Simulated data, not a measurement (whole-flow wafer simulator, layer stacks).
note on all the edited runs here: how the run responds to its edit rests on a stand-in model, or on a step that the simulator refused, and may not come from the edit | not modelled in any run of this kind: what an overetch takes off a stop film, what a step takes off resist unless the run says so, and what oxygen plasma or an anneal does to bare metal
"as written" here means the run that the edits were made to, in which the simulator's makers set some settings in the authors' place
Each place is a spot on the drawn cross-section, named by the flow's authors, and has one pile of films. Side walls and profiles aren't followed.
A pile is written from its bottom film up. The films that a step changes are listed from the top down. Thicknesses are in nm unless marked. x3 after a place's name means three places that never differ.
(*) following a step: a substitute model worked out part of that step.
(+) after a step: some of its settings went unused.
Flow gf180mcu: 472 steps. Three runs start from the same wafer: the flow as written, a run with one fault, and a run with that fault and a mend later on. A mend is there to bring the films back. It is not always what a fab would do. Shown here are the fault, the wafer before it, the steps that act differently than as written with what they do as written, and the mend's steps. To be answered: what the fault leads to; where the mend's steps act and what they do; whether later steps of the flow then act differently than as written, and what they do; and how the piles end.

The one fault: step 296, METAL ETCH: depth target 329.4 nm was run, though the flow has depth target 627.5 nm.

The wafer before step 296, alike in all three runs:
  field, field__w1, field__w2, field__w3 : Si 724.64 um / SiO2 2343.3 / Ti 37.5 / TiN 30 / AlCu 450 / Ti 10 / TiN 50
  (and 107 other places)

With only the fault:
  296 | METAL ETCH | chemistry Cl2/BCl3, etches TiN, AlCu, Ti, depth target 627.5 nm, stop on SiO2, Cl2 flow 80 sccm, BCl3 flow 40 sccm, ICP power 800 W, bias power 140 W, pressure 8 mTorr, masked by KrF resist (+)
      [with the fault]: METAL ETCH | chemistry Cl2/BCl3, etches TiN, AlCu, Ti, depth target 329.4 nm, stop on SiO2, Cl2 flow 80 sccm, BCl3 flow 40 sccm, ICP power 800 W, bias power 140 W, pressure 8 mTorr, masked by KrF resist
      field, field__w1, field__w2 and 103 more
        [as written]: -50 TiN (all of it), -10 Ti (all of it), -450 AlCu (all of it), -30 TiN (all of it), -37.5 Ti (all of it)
        [with the fault]: -50 TiN (all of it), -10 Ti (all of it), -269.4 AlCu
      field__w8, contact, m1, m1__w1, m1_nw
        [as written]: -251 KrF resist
        [with the fault]: -131.8 KrF resist
  Later steps of the flow acting differently than as written:
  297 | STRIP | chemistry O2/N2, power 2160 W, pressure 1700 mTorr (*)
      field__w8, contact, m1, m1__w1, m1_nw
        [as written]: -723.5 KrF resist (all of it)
        [with the fault]: -842.8 KrF resist (all of it)
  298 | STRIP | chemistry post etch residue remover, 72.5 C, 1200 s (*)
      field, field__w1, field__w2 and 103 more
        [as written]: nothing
        [with the fault]: -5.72 AlCu
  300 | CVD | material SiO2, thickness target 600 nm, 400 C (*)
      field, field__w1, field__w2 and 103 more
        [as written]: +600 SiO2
        [with the fault]: +600 SiO2 (new film)
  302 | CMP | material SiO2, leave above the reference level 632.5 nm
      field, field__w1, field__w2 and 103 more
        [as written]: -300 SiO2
        [with the fault]: -542.4 SiO2
  At field, field__w1, field__w2 and 104 more, the piles at the end differ from the flow's by more than 2% or 0.5 nm, whichever is larger.
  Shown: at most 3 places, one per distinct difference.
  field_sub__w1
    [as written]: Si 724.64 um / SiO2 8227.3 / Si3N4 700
    [with the fault]: Si 724.64 um / SiO2 2343.2 / Ti 37.5 / TiN 30 / AlCu 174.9 / SiO2 5641.6 / Si3N4 700
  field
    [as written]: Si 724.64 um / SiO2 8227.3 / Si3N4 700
    [with the fault]: Si 724.64 um / SiO2 2343.3 / Ti 37.5 / TiN 30 / AlCu 174.9 / SiO2 5641.6 / Si3N4 700
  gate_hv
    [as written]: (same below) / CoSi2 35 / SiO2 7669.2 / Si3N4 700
    [with the fault]: (same below) / CoSi2 35 / SiO2 1785.1 / Ti 37.5 / TiN 30 / AlCu 174.9 / SiO2 5641.6 / Si3N4 700

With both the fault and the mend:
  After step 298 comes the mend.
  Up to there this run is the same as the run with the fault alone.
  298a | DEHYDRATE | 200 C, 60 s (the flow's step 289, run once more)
      does not change any film at any place that is followed
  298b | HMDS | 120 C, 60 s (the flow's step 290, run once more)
      does not change any film at any place that is followed
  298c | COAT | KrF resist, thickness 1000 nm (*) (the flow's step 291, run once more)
      iso_ptap_pw, iso_ntap_nw, iso_nw_fld and 33 more
        +1000 KrF resist (new film)
      field__w6, field__w10, field_sub__w2 and 13 more
        +1002.1 KrF resist (new film)
      field__w5, field__w9, field_sub and 7 more
        +1002.2 KrF resist (new film)
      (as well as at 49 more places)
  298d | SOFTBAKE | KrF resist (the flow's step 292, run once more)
      does not change any film at any place that is followed
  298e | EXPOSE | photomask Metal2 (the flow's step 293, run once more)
      does not change any film at any place that is followed
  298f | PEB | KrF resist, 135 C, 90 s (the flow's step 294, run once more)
      field__w1, field__w2, field__w3 and 58 more
        -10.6 KrF resist
      iso_ptap_pw, iso_ntap_nw, iso_nw_fld and 33 more
        -10.5 KrF resist
      sd_p, gate_p, nw_sep_fld, polyc_n
        -10.7 KrF resist
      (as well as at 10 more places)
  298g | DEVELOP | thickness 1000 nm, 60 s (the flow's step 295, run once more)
      iso_ptap_pw, iso_ntap_nw, iso_nw_fld and 33 more
        -989.5 KrF resist (all of it)
      field__w5, field__w9, field__w10 and 10 more
        -991.6 KrF resist (all of it)
      field_sub, field_sub__w1, field_sub__w3 and 9 more
        -991.7 KrF resist (all of it)
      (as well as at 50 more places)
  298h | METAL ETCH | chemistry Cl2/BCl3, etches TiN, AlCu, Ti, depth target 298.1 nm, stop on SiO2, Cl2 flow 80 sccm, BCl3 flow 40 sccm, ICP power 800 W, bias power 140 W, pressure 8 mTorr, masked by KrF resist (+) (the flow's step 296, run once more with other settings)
      field, field__w1, field__w2 and 103 more
        -174.9 AlCu (all of it), -30 TiN (all of it), -37.5 Ti (all of it)
      field__w8, contact, m1, m1__w1, m1_nw
        -119.2 KrF resist
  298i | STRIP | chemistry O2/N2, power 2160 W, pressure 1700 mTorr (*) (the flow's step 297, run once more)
      field__w8, m1
        -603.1 KrF resist (all of it)
      contact
        -601.3 KrF resist (all of it)
      m1__w1
        -611.6 KrF resist (all of it)
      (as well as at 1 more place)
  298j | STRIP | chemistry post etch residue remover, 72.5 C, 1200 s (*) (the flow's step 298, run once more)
      field__w8, contact, m1, m1__w1, m1_nw
        -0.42 TiN
  None of the later steps of the flow differs from how it acts as written, at any place that is followed, by more than 2% or 0.5 nm, whichever is larger.
  At the end the piles are close to the flow's at the places that both follow, differing by at most 2% or 0.5 nm, whichever is larger.
